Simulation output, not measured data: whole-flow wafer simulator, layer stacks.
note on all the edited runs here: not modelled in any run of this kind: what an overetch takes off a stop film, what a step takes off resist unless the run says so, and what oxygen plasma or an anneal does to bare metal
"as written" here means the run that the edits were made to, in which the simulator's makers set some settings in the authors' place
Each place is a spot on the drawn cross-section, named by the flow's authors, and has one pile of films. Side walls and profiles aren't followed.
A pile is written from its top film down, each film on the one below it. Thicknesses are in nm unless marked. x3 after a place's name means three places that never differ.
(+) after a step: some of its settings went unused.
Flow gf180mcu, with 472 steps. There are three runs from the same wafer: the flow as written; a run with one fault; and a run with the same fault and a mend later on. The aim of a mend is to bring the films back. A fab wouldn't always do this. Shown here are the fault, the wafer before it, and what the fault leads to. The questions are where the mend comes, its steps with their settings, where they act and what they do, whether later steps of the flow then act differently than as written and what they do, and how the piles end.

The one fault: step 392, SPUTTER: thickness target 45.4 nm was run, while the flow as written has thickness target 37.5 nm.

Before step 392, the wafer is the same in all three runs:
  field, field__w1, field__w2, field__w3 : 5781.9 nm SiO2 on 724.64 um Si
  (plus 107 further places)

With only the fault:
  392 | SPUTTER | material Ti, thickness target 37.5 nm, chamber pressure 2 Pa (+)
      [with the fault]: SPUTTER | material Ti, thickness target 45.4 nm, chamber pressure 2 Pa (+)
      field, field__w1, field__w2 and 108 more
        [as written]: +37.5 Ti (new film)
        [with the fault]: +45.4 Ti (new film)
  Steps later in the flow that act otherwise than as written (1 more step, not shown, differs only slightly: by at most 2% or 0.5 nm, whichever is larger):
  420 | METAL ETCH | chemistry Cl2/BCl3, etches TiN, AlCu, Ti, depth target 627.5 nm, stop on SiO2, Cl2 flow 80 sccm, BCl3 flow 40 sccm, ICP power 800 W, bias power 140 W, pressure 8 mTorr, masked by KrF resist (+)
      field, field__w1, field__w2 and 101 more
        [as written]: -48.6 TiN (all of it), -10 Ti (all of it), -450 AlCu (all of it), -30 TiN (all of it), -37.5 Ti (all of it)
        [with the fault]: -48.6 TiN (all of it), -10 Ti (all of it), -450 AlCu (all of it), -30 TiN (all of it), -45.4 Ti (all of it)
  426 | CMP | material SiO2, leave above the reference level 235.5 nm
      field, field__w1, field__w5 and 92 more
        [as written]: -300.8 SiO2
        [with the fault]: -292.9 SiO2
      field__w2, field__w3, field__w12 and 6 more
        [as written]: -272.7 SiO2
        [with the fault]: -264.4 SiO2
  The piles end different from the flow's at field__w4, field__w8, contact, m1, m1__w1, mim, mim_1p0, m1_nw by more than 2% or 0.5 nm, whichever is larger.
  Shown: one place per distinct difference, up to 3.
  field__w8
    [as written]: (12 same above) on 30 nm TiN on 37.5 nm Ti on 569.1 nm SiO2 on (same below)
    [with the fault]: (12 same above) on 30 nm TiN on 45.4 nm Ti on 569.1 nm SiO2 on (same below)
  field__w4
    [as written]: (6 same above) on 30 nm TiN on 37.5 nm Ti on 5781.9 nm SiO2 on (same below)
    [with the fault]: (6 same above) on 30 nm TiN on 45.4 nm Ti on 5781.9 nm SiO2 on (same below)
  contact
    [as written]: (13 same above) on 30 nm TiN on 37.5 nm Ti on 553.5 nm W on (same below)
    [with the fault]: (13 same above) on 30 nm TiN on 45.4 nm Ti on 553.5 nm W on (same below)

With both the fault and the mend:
  The mend stands after step 392.
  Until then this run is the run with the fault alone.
  392a | METAL ETCH | chemistry Cl2/BCl3, etches TiN, AlCu, Ti, depth target 7.9 nm, Cl2 flow 80 sccm, BCl3 flow 40 sccm, ICP power 800 W, bias power 140 W, pressure 8 mTorr (the flow's step 260 again, with other settings)
      field, field__w1, field__w2 and 108 more
        -7.9 Ti
  Every later step of the flow that is run acts as written at every place that is followed.
  At every place that both follow, the piles at the end match the flow's.
